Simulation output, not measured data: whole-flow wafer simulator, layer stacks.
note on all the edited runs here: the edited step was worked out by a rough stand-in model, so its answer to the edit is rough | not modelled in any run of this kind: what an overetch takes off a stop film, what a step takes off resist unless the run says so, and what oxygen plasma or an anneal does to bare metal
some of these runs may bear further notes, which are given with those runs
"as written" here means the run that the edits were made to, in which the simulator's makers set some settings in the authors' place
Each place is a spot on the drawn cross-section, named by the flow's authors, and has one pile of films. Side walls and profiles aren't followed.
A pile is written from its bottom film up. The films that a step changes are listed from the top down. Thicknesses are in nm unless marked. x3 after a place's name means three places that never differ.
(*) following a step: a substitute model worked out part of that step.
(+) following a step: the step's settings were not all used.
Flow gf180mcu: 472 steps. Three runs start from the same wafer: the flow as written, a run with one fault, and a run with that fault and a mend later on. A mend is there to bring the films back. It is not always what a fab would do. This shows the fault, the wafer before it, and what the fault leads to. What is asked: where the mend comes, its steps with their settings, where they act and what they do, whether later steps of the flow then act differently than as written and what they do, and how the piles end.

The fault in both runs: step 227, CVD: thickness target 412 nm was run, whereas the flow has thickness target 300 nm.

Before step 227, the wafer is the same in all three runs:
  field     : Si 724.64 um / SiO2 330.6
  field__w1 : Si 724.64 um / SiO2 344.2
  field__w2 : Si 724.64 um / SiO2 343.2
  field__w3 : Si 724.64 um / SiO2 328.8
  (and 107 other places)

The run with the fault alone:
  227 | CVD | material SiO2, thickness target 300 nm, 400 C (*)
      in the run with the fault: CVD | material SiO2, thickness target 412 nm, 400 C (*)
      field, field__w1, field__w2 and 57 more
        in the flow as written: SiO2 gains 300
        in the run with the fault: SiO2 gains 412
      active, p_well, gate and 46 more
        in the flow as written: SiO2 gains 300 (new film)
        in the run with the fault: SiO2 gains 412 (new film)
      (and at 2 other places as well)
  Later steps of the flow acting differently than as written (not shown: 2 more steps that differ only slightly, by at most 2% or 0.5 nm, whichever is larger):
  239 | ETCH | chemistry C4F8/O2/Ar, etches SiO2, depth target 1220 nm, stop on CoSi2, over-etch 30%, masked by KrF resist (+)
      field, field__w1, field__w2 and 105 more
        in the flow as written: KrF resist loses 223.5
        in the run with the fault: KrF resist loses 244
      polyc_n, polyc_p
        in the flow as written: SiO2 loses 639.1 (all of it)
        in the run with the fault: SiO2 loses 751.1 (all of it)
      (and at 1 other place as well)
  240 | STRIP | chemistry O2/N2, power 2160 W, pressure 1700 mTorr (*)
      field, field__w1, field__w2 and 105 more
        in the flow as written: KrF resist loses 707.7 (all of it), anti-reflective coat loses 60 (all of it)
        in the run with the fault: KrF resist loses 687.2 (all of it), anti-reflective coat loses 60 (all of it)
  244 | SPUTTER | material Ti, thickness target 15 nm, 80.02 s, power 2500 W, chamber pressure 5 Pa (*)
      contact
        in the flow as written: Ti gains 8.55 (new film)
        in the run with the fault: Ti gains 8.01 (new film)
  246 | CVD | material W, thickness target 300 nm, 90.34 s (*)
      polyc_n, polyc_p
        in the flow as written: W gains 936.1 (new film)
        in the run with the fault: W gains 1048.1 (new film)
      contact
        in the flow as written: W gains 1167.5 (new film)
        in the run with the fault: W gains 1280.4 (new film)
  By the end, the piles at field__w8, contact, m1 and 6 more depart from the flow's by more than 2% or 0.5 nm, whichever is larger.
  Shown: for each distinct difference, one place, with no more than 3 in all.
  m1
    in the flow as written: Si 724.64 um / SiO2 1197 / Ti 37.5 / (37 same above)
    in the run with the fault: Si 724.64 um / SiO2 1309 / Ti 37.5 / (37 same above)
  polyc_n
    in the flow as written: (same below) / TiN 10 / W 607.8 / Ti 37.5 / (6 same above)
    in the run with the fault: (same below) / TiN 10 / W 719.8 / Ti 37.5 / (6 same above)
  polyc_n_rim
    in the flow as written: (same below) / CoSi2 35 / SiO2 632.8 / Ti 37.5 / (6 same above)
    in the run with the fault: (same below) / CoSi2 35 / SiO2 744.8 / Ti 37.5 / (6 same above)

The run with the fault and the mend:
  The mend stands after step 227.
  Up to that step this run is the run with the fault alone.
  227a | WET ETCH | chemistry dHF, depth target 112 nm, 25 C, dilution 100:1 (*) (the flow's step 17, run once more with other settings)
      field, field__w1, field__w2 and 108 more
        SiO2 loses 112
  None of the later steps of the flow differs from how it acts as written, at any place that is followed, by more than 2% or 0.5 nm, whichever is larger.
  By the end, the piles equal the flow's at every place that both follow.
